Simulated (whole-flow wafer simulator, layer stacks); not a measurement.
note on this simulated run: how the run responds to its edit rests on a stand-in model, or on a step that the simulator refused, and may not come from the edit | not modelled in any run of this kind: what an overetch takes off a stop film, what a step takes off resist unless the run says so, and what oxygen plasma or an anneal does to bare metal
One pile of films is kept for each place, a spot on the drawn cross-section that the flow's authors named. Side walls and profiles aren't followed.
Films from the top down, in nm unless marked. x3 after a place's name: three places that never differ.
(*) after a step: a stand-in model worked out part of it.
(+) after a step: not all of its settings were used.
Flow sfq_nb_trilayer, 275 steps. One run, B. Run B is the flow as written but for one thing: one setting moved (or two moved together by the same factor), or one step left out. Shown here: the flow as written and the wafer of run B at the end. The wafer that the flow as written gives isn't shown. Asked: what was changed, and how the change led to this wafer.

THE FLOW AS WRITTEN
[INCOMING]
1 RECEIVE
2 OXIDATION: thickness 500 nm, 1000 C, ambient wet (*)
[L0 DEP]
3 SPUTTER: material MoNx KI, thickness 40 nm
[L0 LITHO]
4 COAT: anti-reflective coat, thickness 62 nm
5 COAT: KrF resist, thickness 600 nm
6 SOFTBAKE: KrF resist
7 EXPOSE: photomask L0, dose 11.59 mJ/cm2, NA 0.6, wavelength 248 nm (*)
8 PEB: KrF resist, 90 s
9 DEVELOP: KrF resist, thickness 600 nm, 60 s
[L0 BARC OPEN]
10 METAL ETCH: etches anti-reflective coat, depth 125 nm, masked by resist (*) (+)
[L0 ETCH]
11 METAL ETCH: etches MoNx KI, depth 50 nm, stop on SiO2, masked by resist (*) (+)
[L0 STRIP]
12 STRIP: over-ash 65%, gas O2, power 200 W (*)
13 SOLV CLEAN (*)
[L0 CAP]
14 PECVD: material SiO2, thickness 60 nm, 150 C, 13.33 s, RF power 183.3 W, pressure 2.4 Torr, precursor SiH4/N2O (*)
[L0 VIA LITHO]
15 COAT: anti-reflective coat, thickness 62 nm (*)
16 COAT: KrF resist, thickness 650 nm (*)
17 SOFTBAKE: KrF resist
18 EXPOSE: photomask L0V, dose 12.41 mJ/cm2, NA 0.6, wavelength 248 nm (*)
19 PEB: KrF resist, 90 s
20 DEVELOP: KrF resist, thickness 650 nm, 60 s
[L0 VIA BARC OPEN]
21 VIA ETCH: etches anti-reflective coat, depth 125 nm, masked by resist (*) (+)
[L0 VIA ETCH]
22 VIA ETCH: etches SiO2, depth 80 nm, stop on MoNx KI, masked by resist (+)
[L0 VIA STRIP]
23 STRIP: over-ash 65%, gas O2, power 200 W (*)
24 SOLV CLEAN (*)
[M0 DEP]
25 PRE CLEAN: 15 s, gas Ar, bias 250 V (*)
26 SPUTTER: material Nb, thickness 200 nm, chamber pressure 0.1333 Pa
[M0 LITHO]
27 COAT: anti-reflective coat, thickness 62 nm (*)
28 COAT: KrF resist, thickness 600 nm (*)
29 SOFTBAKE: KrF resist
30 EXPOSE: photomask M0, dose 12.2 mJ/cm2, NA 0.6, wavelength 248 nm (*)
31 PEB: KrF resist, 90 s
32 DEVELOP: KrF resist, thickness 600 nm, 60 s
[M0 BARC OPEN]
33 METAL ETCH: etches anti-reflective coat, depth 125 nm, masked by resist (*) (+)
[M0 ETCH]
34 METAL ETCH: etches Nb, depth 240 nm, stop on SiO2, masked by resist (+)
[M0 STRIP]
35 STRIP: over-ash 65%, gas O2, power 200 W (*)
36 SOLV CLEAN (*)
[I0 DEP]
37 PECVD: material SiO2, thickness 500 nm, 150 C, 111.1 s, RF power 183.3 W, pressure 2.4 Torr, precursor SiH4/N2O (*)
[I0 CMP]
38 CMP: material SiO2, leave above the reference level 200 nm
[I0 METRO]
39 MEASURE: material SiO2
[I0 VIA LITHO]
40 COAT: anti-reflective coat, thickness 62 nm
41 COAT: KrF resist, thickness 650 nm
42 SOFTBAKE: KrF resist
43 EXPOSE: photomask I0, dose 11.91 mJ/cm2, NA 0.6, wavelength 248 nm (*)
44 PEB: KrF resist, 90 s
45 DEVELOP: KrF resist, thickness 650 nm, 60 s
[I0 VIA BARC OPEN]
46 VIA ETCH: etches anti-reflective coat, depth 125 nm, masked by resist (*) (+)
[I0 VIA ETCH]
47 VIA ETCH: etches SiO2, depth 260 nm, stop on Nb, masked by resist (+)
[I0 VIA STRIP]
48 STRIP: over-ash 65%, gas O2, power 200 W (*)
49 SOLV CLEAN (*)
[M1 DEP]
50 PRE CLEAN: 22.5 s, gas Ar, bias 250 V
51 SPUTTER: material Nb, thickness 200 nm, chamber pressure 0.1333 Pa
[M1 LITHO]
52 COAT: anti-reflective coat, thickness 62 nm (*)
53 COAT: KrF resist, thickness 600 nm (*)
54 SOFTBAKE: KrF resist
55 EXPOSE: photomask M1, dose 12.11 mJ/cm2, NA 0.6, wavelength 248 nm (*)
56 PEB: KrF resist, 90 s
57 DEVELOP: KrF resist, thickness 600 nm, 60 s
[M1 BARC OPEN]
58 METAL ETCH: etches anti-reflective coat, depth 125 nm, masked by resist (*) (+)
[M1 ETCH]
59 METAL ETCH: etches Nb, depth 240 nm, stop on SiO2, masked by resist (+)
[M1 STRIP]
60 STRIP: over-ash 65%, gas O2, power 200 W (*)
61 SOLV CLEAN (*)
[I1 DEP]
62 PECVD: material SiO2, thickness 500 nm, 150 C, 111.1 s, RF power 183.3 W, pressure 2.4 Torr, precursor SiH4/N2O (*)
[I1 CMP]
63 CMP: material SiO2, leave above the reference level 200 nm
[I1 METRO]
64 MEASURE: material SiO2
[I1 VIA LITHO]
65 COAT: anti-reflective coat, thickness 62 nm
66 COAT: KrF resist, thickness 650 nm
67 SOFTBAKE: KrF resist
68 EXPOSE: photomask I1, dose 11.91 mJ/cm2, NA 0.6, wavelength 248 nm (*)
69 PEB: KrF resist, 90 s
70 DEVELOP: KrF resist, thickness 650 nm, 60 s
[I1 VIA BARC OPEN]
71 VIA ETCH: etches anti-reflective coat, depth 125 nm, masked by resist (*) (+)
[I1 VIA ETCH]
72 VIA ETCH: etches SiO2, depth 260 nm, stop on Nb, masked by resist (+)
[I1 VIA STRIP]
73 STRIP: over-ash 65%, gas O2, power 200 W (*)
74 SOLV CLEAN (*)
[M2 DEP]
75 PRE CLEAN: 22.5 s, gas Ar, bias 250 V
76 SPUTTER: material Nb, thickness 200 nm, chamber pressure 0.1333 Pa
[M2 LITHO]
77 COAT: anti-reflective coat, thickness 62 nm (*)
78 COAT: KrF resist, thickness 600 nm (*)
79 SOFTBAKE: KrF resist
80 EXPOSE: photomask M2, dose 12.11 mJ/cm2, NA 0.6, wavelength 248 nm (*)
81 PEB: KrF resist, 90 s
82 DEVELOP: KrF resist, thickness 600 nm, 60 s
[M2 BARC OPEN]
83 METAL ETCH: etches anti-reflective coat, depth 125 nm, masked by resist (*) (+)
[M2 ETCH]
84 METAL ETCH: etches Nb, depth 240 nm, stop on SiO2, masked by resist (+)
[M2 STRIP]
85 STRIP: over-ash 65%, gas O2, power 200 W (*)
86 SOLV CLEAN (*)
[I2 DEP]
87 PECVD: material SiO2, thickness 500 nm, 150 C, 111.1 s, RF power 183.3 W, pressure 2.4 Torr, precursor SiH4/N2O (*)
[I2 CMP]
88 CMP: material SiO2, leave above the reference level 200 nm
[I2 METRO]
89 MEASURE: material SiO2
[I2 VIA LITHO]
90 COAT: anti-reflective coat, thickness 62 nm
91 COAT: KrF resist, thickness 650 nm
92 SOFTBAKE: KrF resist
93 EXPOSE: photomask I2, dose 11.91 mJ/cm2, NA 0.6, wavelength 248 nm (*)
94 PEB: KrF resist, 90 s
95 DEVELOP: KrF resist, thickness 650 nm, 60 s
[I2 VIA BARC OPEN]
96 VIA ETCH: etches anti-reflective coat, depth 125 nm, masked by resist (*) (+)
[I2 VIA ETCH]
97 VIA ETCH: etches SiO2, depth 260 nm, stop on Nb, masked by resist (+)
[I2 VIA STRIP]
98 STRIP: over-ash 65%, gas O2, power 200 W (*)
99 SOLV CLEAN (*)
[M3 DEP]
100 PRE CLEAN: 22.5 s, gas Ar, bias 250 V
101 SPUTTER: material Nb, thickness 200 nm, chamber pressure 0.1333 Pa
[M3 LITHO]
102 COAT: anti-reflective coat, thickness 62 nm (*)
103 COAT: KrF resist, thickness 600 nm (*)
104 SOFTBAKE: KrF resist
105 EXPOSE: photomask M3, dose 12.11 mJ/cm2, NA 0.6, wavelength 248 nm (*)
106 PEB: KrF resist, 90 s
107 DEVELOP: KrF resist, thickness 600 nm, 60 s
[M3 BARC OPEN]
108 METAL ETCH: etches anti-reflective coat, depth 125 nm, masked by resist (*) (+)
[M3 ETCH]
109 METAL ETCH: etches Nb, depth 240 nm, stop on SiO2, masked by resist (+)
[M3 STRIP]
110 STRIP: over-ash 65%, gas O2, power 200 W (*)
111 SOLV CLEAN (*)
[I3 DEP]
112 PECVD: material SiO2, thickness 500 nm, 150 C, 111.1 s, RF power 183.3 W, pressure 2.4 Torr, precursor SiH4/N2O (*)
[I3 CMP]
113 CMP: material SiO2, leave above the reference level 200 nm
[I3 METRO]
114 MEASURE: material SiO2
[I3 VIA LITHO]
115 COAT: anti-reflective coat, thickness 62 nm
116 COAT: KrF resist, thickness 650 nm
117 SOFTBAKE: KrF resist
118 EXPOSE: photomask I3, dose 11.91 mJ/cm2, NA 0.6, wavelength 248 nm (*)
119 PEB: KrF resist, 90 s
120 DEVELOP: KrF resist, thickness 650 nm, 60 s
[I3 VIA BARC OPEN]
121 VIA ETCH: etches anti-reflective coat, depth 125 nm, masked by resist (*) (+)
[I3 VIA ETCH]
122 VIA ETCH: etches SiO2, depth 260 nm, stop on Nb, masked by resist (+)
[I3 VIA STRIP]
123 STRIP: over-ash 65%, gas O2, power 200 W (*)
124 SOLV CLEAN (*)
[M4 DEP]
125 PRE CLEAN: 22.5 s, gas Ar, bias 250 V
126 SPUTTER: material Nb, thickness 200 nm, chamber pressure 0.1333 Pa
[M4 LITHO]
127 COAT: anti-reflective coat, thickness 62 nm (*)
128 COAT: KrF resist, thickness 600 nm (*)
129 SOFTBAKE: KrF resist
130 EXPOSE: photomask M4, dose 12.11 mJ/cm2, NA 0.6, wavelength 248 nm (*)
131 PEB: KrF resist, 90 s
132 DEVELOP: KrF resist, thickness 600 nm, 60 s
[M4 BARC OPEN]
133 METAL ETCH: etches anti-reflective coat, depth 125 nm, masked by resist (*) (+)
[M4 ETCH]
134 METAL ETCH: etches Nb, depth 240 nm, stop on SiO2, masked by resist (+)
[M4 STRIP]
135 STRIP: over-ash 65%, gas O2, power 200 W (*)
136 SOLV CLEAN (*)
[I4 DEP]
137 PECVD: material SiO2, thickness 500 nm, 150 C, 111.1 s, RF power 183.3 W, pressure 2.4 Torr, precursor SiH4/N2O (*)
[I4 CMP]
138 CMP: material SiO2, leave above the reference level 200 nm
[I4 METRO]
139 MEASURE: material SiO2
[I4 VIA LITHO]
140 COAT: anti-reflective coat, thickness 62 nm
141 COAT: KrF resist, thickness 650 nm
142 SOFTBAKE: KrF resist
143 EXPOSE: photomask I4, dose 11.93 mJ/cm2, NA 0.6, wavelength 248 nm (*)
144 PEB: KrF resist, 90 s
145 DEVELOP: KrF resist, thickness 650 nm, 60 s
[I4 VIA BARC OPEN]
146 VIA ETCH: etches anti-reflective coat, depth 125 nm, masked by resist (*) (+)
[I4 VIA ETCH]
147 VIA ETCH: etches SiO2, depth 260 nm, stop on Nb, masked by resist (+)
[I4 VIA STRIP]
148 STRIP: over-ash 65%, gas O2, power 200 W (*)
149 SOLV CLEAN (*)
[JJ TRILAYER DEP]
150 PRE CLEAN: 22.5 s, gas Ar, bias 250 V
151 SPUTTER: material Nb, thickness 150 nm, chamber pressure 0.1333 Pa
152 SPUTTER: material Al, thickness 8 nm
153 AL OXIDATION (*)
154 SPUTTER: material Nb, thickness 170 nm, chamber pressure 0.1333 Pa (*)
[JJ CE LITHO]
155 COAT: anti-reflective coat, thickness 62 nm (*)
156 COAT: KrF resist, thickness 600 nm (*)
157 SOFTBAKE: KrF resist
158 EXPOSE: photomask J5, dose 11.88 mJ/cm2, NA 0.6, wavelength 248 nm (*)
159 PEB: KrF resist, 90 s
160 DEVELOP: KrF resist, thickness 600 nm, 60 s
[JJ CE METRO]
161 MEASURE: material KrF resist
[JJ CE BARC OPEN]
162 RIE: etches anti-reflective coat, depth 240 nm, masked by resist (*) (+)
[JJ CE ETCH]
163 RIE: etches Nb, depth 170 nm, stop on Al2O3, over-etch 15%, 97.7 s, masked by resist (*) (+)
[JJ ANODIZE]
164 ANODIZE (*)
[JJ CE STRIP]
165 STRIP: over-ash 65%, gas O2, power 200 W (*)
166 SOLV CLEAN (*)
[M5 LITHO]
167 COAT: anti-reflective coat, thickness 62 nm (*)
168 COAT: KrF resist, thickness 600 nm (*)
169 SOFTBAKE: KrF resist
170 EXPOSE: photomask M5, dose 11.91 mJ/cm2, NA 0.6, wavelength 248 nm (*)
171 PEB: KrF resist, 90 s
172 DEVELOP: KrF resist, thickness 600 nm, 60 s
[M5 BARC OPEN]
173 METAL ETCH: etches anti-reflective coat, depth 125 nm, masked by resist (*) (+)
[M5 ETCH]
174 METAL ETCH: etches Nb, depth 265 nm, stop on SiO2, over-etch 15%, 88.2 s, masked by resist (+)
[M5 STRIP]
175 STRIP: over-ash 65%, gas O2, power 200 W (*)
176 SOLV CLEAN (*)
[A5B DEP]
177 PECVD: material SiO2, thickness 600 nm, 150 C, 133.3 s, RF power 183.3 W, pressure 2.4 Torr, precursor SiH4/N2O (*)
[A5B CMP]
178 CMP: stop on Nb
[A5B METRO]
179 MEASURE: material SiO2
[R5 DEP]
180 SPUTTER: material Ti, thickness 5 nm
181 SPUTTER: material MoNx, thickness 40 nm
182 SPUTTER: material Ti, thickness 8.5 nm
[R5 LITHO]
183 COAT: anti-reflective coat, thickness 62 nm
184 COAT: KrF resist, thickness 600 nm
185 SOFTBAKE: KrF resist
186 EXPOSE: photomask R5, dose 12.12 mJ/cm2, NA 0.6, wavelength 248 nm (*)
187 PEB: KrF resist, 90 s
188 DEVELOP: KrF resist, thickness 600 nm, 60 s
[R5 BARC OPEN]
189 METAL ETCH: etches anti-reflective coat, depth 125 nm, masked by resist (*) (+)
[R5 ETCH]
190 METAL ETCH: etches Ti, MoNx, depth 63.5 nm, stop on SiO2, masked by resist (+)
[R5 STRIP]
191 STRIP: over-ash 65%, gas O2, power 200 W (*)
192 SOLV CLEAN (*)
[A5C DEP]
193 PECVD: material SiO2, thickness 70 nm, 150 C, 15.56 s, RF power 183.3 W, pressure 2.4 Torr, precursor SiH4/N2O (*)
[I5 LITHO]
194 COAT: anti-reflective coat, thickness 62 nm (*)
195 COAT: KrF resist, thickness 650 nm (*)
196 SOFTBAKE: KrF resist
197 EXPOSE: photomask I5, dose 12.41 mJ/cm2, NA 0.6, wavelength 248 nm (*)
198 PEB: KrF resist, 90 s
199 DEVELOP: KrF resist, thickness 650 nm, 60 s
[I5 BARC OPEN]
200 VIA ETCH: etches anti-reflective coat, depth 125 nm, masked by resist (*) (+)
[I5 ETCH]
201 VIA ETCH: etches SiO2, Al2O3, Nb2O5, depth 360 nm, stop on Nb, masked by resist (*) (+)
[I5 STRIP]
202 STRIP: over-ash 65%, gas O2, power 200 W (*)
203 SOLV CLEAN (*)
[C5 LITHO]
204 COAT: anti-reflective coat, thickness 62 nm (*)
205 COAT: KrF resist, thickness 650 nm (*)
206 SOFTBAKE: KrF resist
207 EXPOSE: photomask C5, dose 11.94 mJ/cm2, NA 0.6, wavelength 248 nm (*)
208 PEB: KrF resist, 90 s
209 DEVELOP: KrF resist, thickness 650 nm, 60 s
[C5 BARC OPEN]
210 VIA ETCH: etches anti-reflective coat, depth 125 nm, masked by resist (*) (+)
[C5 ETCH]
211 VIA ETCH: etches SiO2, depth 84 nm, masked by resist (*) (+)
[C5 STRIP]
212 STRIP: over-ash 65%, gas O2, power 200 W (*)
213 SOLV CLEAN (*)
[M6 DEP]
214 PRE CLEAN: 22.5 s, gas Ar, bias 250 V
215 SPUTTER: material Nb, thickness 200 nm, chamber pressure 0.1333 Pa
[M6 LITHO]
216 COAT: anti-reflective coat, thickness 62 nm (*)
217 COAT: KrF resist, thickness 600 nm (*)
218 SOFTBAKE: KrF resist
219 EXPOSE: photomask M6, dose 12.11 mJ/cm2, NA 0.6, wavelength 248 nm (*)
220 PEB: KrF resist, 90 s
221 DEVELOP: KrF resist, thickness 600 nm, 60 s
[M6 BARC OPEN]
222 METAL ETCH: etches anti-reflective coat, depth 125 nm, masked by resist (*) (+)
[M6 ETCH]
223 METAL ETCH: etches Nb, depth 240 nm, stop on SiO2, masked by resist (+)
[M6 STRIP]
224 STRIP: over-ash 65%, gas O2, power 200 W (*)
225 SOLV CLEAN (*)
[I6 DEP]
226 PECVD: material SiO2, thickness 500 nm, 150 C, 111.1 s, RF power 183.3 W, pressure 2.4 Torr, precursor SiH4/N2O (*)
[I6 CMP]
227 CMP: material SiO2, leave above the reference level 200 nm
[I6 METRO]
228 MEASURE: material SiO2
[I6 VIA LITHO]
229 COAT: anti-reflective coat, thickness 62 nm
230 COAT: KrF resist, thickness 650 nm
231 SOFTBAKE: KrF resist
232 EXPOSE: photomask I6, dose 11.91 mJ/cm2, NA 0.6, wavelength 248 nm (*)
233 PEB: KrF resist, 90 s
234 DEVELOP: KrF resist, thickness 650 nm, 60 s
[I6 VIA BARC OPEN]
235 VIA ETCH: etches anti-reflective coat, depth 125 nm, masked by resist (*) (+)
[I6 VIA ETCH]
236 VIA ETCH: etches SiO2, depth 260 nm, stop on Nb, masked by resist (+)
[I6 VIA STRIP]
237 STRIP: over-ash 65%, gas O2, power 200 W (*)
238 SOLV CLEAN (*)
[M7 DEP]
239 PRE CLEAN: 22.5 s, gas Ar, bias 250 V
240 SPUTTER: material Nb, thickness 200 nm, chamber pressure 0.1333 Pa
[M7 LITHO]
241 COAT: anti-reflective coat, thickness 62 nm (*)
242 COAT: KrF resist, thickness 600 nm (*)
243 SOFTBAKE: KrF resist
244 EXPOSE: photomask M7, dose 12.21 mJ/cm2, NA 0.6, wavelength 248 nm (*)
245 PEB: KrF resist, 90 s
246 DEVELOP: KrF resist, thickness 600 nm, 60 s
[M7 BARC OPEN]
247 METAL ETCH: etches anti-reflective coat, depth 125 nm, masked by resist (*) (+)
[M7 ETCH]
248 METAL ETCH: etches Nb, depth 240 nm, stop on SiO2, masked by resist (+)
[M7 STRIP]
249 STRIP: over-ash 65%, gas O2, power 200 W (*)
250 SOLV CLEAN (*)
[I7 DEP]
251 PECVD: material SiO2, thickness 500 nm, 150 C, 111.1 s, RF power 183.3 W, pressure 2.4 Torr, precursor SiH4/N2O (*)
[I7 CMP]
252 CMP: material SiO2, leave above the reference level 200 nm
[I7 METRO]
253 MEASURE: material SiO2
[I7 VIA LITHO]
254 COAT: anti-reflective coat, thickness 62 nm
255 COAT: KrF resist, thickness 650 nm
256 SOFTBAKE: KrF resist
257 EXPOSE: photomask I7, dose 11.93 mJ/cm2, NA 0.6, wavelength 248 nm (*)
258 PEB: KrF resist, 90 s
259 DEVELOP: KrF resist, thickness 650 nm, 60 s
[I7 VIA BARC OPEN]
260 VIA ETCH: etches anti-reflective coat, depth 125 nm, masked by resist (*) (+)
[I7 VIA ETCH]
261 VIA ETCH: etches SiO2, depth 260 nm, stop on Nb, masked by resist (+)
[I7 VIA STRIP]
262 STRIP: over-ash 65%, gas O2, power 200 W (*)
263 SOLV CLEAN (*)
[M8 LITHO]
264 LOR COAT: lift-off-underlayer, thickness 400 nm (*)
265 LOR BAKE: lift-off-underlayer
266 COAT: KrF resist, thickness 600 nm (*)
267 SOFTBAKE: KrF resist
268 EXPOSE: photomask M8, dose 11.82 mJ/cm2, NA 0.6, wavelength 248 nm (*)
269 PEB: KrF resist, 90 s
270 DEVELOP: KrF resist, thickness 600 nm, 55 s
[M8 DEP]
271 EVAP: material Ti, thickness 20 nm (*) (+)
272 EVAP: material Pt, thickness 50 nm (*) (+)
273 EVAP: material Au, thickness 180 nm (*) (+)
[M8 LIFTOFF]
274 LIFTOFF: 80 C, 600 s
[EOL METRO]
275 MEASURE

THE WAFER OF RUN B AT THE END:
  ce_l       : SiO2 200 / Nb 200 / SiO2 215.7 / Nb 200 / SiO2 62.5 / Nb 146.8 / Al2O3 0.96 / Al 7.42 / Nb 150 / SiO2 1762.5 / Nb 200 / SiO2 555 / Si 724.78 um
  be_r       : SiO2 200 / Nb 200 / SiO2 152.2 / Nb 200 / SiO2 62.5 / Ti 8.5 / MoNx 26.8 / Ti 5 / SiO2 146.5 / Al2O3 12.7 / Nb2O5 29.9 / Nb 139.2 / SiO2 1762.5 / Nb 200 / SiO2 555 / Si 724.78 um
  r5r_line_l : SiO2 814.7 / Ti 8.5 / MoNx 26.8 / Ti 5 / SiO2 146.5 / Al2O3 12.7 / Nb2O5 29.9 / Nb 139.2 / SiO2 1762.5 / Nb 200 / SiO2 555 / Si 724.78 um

The cause: step 181, SPUTTER: thickness 26.8 nm was run, where the flow has thickness 40 nm.
It can be read off the wafer: be_r has MoNx 26.8, and step 181 as written asks for 40 nm.

How the change led to this, step by step:
  181 SPUTTER: material MoNx, thickness 40 nm
      field_l, v_sur, via_wl and 103 more: MoNx +26.8 (new film) (as written it would be: MoNx +40 (new film))
  190 METAL ETCH: etches Ti, MoNx, depth 63.5 nm, stop on SiO2, masked by resist (+)
      field_l, v_sur, via_wl and 92 more: Ti -8.5 (all of it), MoNx -26.8 (all of it), Ti -5 (all of it) (as written it would be: Ti -8.5 (all of it), MoNx -40 (all of it), Ti -5 (all of it))
      ce_l, c5j, ce_r, wl_jj: Ti -8.5 (all of it), MoNx -26.8 (all of it), Ti -5 (all of it), Nb -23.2 (as written it would be: Ti -8.5 (all of it), MoNx -40 (all of it), Ti -5 (all of it), Nb -10)
  194 COAT: anti-reflective coat, thickness 62 nm (*)
      wl_j_sl, wl_j_sr: anti-reflective coat +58 (new film) (as written it would be: anti-reflective coat +60.2 (new film))
      r5r_spacepad_l, r5r_spacepad_r: anti-reflective coat +78.7 (new film) (as written it would be: anti-reflective coat +84.4 (new film))
      (and at 12 more places)
  202 STRIP: over-ash 65%, gas O2, power 200 W (*)
      wl_j_sl, wl_j_sr: KrF resist -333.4 (all of it), anti-reflective coat -58 (all of it) (as written it would be: KrF resist -333.3 (all of it), anti-reflective coat -60.2 (all of it))
      r5r_spacepad_l, r5r_spacepad_r: KrF resist -335.1 (all of it), anti-reflective coat -78.7 (all of it) (as written it would be: KrF resist -335.6 (all of it), anti-reflective coat -84.4 (all of it))
      (and at 12 more places)
  204 COAT: anti-reflective coat, thickness 62 nm (*)
      wl_j_sl, wl_j_sr: anti-reflective coat +58 (new film) (as written it would be: anti-reflective coat +60.2 (new film))
      r5r_spacepad_l, r5r_spacepad_r: anti-reflective coat +78.7 (new film) (as written it would be: anti-reflective coat +84.4 (new film))
      (and at 12 more places)
  210 VIA ETCH: etches anti-reflective coat, depth 125 nm, masked by resist (*) (+)
      c5j: anti-reflective coat -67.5 (all of it), SiO2 -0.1 (as written it would be: anti-reflective coat -63.9 (all of it), SiO2 -0.11)
  212 STRIP: over-ash 65%, gas O2, power 200 W (*)
      wl_j_sl, wl_j_sr: KrF resist -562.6 (all of it), anti-reflective coat -58 (all of it) (as written it would be: KrF resist -563.4 (all of it), anti-reflective coat -60.2 (all of it))
      r5r_spacepad_l, r5r_spacepad_r: KrF resist -564.2 (all of it), anti-reflective coat -78.7 (all of it) (as written it would be: KrF resist -565.8 (all of it), anti-reflective coat -84.4 (all of it))
      (and at 11 more places)
  216 COAT: anti-reflective coat, thickness 62 nm (*)
      wl_j_sl, wl_j_sr: anti-reflective coat +58.1 (new film) (as written it would be: anti-reflective coat +60.2 (new film))
      r5r_spacepad_l, r5r_spacepad_r: anti-reflective coat +79.4 (new film) (as written it would be: anti-reflective coat +85.7 (new film))
      (and at 12 more places)
  222 METAL ETCH: etches anti-reflective coat, depth 125 nm, masked by resist (*) (+)
      r5r_spacepad_l, r5r_spacepad_r: anti-reflective coat -79.4 (all of it) (as written it would be: anti-reflective coat -85.7 (all of it))
      r5r_line_c, r5r_line_r: anti-reflective coat -52.2 (all of it) (as written it would be: anti-reflective coat -50 (all of it))
      (and at 2 more places)
  224 STRIP: over-ash 65%, gas O2, power 200 W (*)
      wl_j_sl, wl_j_sr: KrF resist -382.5 (all of it), anti-reflective coat -58.1 (all of it) (as written it would be: KrF resist -382.5 (all of it), anti-reflective coat -60.2 (all of it))
      jj_sur: KrF resist -377.8 (all of it), anti-reflective coat -53.6 (all of it) (as written it would be: KrF resist -378.5 (all of it), anti-reflective coat -56.1 (all of it))
      (and at 7 more places)
  226 PECVD: material SiO2, thickness 500 nm, 150 C, 111.1 s, RF power 183.3 W, pressure 2.4 Torr, precursor SiH4/N2O (*)
      r5r_spacepad_l, r5r_spacepad_r: SiO2 +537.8 (as written it would be: SiO2 +553.5)
  227 CMP: material SiO2, leave above the reference level 200 nm
      ce_l, ce_r, wl_jj: SiO2 -276.8 (as written it would be: SiO2 -290)
      be_r, r_sur, r_end: SiO2 -340.3 (as written it would be: SiO2 -353.5)
      (and at 7 more places)
